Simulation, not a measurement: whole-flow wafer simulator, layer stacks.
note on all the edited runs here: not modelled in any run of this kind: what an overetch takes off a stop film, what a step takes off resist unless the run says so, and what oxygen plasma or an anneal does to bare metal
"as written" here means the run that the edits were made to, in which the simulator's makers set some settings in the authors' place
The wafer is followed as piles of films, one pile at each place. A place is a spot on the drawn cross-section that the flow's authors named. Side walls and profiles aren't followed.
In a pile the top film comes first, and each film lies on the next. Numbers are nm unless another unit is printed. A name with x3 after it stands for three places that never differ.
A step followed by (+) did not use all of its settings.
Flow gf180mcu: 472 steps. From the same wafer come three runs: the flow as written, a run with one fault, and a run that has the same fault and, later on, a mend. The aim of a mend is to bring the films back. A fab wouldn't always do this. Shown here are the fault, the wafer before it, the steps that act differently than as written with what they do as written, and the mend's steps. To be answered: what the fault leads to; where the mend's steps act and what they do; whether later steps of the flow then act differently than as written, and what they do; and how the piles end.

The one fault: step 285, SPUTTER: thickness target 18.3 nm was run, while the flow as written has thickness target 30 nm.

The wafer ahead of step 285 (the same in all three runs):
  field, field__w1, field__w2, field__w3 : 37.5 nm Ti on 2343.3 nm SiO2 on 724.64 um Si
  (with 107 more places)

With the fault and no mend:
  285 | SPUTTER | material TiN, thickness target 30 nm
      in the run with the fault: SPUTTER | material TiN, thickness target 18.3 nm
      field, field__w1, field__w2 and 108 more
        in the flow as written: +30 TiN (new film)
        in the run with the fault: +18.3 TiN (new film)
  Steps further on in the flow that do not act as written:
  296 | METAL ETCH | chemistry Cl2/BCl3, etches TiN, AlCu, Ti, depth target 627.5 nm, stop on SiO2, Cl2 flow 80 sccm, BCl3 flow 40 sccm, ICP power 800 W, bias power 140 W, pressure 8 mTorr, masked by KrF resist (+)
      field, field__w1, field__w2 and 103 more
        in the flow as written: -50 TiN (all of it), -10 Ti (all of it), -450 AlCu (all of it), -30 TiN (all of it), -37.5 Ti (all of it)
        in the run with the fault: -50 TiN (all of it), -10 Ti (all of it), -450 AlCu (all of it), -18.3 TiN (all of it), -37.5 Ti (all of it)
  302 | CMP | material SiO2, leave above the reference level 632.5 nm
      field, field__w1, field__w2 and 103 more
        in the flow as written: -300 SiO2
        in the run with the fault: -311.7 SiO2
  At field__w8, contact, m1, m1__w1, m1_nw, the piles at the end differ from the flow's by more than 2% or 0.5 nm, whichever is larger.
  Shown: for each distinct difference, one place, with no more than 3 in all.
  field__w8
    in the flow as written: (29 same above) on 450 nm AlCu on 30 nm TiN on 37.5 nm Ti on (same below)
    in the run with the fault: (29 same above) on 450 nm AlCu on 18.3 nm TiN on 37.5 nm Ti on (same below)
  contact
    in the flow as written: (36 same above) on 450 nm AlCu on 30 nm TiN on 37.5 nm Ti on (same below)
    in the run with the fault: (36 same above) on 450 nm AlCu on 18.3 nm TiN on 37.5 nm Ti on (same below)

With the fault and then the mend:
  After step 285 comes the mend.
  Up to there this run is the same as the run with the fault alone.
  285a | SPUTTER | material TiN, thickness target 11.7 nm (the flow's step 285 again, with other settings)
      field, field__w1, field__w2 and 108 more
        +11.7 TiN
  Every later step of the flow that is run acts as written at every place that is followed.
  By the end, the piles equal the flow's at every place that both follow.
